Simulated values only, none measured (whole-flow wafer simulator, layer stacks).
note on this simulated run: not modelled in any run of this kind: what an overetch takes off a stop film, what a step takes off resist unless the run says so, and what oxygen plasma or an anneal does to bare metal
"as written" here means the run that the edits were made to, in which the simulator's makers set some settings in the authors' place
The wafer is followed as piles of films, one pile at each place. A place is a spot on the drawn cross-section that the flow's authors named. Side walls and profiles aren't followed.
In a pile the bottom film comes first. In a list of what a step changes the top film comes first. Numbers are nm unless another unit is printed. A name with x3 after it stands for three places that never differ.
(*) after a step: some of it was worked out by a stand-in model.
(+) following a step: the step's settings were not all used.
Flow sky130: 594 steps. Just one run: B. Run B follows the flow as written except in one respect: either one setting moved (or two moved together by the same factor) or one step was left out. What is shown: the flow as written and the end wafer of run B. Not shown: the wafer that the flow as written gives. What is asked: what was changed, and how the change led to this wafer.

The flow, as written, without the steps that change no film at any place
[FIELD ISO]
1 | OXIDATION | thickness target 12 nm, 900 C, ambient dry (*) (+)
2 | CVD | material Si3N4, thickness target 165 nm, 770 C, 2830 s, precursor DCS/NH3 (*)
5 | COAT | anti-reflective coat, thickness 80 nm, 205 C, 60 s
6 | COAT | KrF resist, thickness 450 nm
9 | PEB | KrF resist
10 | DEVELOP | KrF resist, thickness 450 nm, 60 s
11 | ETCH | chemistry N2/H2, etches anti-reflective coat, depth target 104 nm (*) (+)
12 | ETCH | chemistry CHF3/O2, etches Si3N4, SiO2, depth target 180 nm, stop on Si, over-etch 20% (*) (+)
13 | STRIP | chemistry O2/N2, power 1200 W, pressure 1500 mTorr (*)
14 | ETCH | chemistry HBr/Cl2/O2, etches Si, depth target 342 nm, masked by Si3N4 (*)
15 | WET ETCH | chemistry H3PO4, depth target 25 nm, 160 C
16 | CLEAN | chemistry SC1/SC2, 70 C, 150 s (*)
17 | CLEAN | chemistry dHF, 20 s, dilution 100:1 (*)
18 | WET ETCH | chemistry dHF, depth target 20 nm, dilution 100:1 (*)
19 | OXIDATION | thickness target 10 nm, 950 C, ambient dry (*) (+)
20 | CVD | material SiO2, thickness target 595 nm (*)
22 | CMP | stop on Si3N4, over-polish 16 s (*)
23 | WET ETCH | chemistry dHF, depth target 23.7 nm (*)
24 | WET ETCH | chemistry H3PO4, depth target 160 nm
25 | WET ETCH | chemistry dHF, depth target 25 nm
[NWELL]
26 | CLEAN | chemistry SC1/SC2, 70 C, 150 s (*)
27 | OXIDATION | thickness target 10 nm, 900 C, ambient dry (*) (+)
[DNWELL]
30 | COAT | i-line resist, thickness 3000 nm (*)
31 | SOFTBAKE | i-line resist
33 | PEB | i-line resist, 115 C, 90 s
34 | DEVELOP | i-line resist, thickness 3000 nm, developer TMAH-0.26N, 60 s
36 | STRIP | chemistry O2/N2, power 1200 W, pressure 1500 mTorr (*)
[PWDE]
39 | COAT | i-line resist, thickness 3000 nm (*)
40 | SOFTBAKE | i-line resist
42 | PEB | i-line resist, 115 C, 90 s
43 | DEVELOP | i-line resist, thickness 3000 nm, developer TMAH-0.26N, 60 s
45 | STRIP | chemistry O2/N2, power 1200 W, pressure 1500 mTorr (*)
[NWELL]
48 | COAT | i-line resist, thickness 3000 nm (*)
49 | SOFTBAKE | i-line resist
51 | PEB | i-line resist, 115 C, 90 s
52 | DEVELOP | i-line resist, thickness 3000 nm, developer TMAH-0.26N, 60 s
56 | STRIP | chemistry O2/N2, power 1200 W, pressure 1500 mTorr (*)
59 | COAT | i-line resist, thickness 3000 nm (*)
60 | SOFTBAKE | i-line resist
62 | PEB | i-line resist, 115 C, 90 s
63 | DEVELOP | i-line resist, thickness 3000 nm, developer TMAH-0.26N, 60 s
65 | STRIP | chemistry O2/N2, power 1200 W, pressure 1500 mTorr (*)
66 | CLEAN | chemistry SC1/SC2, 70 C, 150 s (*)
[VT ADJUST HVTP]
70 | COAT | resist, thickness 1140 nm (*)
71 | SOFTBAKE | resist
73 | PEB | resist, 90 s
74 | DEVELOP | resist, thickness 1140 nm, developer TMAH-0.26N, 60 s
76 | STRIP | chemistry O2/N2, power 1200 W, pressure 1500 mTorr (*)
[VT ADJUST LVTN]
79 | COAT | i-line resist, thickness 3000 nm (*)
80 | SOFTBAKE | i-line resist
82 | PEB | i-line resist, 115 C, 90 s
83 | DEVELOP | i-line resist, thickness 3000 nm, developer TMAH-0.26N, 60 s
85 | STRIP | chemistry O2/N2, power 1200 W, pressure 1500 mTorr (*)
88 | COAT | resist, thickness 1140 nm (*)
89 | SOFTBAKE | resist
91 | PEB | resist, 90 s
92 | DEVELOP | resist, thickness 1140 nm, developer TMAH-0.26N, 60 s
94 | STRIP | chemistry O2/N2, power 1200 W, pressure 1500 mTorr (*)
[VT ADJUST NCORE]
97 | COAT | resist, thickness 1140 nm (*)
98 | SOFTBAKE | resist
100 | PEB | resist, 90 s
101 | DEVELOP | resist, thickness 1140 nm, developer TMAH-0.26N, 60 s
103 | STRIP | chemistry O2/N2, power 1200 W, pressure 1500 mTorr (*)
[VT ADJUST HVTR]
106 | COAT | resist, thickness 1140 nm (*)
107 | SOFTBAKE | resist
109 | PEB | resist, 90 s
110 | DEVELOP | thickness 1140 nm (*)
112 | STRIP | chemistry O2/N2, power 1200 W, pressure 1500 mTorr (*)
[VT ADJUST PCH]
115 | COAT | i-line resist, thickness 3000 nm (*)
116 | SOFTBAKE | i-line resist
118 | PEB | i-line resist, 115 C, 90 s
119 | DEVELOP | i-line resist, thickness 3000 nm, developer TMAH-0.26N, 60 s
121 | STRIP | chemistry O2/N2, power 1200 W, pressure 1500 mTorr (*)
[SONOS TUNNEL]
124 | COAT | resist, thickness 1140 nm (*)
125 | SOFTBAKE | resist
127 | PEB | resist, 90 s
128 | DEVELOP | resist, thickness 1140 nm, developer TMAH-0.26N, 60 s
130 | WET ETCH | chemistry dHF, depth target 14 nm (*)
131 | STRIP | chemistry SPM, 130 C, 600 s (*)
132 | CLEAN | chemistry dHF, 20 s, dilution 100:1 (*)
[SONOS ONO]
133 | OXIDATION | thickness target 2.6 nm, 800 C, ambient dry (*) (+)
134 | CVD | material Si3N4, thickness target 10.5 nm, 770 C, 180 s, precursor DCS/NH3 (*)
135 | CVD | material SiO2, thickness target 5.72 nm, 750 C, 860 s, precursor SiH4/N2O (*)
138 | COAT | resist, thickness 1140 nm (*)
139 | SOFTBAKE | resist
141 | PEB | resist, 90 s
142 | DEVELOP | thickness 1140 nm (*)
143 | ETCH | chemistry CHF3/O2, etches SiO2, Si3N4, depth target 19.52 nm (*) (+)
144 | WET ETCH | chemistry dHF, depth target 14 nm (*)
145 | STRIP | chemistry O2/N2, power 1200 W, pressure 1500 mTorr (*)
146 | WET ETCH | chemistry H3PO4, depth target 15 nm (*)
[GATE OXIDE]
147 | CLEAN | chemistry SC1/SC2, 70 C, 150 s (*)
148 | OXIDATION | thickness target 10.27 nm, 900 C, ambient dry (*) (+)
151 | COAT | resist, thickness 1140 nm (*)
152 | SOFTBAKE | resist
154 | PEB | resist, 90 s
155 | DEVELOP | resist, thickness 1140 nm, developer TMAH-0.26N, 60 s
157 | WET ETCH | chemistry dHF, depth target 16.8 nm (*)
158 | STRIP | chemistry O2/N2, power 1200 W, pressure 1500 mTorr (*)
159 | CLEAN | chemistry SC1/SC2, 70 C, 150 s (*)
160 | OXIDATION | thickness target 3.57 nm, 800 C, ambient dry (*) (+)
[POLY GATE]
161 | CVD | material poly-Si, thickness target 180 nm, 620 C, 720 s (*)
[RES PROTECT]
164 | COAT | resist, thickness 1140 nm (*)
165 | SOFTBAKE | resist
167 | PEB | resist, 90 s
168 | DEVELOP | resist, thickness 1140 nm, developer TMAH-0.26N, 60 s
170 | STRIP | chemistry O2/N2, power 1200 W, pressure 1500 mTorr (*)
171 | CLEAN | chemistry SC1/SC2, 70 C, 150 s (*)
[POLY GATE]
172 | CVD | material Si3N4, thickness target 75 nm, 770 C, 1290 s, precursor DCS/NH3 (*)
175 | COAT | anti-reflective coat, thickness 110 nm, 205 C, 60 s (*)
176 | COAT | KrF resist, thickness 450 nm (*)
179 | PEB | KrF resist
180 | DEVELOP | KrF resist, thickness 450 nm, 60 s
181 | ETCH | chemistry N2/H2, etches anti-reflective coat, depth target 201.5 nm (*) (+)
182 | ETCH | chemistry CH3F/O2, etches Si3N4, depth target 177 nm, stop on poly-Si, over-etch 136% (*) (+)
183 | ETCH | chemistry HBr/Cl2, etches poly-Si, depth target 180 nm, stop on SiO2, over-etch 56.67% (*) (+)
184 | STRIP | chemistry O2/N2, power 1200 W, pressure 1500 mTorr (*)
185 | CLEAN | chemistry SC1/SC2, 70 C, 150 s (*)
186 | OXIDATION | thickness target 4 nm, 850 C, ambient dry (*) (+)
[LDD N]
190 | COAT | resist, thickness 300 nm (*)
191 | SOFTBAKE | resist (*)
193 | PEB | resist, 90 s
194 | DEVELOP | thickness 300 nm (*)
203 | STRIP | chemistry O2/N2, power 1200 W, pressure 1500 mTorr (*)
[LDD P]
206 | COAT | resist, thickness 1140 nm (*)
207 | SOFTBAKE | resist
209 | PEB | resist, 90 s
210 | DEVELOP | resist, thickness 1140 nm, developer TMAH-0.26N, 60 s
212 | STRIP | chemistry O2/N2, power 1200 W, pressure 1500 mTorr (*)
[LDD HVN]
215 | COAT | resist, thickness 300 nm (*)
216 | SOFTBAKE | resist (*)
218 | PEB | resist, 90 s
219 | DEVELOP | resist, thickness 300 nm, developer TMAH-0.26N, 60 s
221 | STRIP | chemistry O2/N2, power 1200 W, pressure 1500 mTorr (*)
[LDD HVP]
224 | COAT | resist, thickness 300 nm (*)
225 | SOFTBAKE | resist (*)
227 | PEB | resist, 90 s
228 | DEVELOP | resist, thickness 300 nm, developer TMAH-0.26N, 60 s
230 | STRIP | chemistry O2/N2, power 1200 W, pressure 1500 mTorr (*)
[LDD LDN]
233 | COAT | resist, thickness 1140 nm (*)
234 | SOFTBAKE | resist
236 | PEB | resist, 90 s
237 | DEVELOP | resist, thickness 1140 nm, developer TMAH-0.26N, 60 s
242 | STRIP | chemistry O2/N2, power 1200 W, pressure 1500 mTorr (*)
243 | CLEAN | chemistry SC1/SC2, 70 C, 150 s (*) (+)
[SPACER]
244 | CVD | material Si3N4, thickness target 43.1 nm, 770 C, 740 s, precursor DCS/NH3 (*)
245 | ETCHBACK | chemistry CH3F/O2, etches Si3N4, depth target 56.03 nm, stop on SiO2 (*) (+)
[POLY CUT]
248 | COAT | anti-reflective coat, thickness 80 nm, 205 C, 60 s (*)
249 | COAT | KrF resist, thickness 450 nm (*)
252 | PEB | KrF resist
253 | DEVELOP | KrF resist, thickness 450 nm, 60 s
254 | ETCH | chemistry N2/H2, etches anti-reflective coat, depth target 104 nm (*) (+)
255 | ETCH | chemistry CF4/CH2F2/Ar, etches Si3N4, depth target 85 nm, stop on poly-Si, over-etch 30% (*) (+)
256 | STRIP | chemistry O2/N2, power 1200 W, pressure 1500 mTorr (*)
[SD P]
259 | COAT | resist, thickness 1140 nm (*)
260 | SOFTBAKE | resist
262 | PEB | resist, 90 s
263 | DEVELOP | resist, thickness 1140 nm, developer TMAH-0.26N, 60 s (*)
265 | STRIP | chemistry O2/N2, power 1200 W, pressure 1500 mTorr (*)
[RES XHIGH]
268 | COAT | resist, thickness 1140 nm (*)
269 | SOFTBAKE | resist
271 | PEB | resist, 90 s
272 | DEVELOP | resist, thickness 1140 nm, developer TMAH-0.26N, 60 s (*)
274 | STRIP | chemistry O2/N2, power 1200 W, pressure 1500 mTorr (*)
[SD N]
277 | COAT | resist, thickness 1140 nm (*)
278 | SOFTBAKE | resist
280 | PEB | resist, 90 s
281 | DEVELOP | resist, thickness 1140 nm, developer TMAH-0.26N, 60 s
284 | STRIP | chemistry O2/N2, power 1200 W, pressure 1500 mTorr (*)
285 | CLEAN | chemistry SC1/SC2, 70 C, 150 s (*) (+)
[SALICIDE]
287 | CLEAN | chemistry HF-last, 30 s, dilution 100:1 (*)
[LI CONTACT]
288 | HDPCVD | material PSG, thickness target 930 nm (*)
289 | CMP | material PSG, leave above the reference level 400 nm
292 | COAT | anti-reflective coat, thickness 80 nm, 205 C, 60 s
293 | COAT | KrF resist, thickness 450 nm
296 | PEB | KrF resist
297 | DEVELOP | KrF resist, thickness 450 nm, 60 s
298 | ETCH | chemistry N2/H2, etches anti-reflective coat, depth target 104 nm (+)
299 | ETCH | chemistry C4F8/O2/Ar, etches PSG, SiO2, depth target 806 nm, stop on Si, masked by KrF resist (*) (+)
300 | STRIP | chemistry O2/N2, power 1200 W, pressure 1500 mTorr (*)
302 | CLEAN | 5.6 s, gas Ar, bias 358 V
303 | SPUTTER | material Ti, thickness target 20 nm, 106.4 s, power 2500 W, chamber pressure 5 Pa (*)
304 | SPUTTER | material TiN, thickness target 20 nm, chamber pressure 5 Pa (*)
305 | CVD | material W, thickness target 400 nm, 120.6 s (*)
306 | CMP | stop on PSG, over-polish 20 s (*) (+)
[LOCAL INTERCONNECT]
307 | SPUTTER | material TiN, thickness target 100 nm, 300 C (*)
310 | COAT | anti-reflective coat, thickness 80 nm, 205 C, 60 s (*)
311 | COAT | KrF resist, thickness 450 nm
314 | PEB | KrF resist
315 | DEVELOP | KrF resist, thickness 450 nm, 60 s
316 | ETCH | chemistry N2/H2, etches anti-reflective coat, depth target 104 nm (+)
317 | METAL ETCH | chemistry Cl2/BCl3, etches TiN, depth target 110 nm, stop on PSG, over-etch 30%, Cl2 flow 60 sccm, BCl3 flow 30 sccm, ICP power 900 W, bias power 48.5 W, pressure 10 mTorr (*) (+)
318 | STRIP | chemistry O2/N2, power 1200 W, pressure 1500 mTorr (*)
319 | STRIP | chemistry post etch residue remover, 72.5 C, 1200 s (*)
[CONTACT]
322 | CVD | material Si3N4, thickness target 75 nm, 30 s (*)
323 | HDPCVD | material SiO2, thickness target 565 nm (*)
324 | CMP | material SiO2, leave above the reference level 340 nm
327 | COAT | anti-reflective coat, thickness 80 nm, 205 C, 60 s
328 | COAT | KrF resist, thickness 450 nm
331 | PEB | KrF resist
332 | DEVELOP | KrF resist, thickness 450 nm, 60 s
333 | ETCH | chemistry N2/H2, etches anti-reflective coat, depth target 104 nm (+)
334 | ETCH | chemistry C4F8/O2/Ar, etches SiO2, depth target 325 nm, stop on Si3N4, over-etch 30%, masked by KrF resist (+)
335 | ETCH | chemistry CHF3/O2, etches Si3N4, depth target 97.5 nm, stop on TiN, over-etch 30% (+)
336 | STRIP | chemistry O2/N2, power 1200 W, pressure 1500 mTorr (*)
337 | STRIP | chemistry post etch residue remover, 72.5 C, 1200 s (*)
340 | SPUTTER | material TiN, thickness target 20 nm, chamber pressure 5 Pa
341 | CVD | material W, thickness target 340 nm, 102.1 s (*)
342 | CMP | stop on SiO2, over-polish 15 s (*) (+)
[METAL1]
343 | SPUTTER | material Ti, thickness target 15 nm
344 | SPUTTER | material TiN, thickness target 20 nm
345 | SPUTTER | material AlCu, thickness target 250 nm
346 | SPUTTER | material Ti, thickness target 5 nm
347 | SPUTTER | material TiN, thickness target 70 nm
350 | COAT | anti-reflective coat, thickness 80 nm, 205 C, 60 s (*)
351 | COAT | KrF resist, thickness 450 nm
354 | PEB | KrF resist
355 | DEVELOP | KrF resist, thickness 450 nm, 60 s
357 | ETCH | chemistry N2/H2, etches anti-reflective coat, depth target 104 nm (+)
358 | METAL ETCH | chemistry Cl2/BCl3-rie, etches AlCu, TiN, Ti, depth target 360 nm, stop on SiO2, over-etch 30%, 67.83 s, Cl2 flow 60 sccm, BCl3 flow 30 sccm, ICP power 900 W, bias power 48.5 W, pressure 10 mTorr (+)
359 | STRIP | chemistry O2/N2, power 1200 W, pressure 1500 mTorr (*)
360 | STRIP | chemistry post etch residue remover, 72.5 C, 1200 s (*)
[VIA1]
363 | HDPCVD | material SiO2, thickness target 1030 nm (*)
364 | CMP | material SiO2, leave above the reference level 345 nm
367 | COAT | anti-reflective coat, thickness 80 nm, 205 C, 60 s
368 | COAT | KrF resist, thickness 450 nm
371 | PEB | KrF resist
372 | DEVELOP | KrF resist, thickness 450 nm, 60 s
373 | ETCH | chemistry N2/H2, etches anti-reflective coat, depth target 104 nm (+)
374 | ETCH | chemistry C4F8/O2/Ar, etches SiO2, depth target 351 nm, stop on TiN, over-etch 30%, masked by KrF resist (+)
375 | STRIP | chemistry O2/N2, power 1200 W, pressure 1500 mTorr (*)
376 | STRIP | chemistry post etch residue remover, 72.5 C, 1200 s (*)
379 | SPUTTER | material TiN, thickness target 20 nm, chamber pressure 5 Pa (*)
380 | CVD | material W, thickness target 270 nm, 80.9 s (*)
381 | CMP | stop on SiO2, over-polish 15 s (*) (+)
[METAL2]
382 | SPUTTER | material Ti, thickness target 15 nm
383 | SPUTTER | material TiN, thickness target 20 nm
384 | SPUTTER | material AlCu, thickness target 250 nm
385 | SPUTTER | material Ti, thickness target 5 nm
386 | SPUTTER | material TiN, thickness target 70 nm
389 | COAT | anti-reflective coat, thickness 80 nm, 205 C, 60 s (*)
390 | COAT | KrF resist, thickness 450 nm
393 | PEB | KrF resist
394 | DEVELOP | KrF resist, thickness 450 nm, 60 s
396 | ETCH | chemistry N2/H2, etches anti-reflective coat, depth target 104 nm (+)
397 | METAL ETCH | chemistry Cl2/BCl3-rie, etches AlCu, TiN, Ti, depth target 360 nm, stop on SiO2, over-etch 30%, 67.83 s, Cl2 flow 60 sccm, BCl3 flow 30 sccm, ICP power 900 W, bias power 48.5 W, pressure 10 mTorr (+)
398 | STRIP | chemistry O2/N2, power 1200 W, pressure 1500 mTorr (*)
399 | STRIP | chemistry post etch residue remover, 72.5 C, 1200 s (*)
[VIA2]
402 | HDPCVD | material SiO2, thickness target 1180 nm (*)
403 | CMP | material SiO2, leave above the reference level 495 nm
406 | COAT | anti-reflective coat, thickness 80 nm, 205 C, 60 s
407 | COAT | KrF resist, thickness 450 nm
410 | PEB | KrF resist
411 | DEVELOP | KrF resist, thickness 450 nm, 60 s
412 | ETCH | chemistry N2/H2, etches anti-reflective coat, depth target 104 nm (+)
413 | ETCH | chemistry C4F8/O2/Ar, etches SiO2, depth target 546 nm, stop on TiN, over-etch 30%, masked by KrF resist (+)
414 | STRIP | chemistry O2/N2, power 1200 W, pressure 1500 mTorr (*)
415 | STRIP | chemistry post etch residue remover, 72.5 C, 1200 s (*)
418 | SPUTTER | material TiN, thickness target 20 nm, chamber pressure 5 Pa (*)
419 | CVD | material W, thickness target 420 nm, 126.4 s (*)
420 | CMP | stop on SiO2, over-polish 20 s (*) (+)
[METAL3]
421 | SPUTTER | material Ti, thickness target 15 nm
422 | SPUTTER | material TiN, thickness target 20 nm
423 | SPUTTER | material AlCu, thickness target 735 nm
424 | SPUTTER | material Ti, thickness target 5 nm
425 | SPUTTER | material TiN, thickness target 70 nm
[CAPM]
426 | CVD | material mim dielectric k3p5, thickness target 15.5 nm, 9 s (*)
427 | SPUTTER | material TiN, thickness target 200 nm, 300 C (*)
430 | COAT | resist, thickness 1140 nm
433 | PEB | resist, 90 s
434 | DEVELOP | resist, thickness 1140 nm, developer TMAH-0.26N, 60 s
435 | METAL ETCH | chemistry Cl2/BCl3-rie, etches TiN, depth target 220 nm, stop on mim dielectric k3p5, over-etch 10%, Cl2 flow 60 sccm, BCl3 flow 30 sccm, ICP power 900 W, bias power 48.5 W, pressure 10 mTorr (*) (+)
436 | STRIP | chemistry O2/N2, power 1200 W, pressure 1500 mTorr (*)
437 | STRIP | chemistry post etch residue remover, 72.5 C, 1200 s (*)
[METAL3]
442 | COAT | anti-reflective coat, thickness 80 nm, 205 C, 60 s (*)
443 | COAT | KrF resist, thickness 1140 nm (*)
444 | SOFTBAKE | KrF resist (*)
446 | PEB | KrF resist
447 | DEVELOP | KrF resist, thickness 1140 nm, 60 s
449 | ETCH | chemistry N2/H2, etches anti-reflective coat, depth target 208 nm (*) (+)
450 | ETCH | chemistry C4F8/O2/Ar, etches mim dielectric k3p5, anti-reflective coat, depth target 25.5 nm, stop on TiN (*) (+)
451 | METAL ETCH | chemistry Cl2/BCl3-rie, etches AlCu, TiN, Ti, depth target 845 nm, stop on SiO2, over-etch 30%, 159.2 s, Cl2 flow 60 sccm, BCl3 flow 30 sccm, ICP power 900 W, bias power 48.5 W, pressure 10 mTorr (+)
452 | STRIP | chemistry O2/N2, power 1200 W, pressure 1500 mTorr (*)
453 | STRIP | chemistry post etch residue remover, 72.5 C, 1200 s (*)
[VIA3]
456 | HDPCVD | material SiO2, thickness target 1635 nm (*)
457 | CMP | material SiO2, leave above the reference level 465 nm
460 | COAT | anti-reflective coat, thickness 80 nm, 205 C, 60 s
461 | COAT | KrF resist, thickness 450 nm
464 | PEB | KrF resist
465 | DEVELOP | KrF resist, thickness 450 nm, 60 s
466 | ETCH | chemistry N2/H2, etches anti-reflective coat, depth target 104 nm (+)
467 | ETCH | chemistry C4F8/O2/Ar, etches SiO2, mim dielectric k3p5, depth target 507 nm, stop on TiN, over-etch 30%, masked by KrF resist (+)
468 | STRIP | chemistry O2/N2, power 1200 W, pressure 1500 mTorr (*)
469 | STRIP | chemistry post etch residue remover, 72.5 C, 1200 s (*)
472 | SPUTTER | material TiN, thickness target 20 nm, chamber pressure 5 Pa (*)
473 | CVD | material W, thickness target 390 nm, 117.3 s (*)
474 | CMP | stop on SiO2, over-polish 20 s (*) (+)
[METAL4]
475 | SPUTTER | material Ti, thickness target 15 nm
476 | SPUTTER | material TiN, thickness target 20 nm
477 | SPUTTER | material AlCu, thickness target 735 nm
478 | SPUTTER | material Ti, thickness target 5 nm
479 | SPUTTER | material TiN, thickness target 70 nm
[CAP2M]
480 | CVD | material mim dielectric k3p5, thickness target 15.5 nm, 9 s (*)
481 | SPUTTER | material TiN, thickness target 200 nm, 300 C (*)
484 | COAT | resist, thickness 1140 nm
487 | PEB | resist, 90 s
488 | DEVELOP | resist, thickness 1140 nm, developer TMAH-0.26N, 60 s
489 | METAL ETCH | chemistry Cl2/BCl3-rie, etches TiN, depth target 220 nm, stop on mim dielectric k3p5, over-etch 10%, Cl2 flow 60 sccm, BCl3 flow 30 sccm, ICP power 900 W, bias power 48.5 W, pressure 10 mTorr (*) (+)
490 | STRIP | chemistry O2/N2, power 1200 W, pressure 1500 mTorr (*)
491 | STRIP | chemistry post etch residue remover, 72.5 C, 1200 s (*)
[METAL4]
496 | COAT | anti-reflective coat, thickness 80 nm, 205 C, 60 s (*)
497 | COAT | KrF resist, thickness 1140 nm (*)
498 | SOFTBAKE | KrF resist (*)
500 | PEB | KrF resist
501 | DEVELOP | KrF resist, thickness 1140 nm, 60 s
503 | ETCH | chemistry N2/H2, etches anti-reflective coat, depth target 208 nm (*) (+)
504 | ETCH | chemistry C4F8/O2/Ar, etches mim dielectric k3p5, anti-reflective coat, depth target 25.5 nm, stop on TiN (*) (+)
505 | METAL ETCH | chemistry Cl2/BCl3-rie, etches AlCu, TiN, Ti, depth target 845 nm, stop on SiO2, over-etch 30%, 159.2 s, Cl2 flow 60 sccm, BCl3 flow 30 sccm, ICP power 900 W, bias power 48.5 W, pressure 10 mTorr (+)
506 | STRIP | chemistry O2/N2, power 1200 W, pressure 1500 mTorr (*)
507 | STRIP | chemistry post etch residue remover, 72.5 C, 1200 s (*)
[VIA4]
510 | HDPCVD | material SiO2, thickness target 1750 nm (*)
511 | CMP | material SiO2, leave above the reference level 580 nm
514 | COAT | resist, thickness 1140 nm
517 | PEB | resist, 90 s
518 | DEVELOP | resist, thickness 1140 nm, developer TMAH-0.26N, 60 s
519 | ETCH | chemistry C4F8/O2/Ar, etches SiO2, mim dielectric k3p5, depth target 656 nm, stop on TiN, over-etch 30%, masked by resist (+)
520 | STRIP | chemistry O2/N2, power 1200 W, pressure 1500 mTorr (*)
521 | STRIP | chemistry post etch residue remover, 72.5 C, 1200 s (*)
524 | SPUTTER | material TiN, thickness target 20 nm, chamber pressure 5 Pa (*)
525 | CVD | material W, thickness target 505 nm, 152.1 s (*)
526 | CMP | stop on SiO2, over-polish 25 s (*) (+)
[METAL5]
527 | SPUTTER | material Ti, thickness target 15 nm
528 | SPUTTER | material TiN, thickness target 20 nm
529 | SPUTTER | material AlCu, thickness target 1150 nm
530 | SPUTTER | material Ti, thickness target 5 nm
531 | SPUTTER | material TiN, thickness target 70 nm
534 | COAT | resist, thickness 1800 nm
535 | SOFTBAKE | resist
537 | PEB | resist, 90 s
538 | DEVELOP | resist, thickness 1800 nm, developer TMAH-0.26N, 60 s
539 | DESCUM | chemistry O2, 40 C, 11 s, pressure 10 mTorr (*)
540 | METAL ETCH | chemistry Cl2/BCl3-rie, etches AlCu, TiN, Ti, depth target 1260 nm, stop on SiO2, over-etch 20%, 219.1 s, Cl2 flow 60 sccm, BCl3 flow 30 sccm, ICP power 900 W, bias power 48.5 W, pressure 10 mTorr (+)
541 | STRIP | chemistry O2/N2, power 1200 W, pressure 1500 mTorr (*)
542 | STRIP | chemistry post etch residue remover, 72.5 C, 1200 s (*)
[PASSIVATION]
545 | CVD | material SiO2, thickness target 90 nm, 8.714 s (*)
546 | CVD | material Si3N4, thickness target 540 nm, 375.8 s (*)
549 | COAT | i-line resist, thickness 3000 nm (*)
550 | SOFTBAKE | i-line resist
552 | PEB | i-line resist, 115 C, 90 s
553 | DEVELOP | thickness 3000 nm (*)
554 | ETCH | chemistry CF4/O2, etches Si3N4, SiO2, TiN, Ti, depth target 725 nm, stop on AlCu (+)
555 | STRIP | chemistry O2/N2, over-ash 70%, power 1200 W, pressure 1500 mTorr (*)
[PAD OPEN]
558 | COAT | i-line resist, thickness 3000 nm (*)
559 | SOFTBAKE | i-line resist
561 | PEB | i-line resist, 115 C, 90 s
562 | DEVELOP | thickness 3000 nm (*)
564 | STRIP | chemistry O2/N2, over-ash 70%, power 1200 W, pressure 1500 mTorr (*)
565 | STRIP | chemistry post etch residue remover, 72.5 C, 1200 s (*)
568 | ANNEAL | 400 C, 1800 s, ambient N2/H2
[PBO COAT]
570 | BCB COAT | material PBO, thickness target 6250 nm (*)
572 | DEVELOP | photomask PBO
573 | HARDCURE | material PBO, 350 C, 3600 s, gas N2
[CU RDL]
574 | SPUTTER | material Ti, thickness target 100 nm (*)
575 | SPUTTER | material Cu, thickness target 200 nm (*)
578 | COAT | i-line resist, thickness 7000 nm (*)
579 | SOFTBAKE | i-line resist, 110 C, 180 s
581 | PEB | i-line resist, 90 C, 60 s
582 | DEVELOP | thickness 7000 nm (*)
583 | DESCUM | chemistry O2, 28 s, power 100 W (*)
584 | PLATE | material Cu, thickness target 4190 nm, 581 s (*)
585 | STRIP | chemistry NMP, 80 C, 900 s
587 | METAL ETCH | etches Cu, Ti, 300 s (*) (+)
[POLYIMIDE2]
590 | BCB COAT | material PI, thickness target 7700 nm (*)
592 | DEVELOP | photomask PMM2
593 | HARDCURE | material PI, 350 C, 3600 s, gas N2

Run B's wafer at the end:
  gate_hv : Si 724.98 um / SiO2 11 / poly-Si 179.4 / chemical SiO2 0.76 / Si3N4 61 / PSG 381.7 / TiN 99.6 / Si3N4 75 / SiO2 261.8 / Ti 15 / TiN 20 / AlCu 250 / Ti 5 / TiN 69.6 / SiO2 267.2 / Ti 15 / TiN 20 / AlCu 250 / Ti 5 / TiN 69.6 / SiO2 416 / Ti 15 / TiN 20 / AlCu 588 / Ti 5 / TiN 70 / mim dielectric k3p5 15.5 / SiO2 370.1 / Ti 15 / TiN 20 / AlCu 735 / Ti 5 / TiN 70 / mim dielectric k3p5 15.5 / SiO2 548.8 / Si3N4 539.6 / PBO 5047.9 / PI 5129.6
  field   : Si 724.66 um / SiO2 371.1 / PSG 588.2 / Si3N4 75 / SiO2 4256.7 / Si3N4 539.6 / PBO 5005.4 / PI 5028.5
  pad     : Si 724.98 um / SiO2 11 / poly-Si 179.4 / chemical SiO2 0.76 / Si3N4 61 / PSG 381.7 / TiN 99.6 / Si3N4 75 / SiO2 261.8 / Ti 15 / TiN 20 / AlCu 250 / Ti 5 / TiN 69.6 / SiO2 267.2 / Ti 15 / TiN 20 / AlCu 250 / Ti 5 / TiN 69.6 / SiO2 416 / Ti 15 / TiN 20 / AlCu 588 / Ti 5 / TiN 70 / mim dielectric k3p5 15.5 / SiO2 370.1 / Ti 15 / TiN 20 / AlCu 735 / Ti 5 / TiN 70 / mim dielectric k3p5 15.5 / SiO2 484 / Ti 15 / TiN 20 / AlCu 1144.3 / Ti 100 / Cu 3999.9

The reason: step 423, SPUTTER: thickness target 588 nm was run, whereas the flow has thickness target 735 nm.
One can read it off the wafer: gate_hv has AlCu 588, and step 423 as written asks for 735 nm.

How this came from the change, step by step:
  423 | SPUTTER | material AlCu, thickness target 735 nm
      field, active, n_well and 188 more: +588 AlCu (new film) (in the flow as written it would be: +735 AlCu (new film))
  451 | METAL ETCH | chemistry Cl2/BCl3-rie, etches AlCu, TiN, Ti, depth target 845 nm, stop on SiO2, over-etch 30%, 159.2 s, Cl2 flow 60 sccm, BCl3 flow 30 sccm, ICP power 900 W, bias power 48.5 W, pressure 10 mTorr (+)
      field, active, gate and 62 more: -70 TiN (all of it), -5 Ti (all of it), -588 AlCu (all of it), -20 TiN (all of it), -15 Ti (all of it), -40 SiO2 (in the flow as written it would be: -70 TiN (all of it), -5 Ti (all of it), -735 AlCu (all of it), -20 TiN (all of it), -15 Ti (all of it), -25.4 SiO2)
      vpp_ln, vpp_iso2, ndiff_ln, ndiff_cd, via1_hole, via1_enc, m2_ln_cd: -70 TiN (all of it), -5 Ti (all of it), -588 AlCu (all of it), -20 TiN (all of it), -15 Ti (all of it), -40.1 SiO2 (in the flow as written it would be: -70 TiN (all of it), -5 Ti (all of it), -735 AlCu (all of it), -20 TiN (all of it), -15 Ti (all of it), -25.3 SiO2)
      (as well as at 13 more places)
  457 | CMP | material SiO2, leave above the reference level 465 nm
      field, active, gate and 75 more: -507 SiO2 (in the flow as written it would be: -374.7 SiO2)
      vpp_iso1, m1_ln, poly_licon, vpp_l1ln, rpo_hd_licon, via1_hole, m1_ln_cd: -506.9 SiO2 (in the flow as written it would be: -374.7 SiO2)
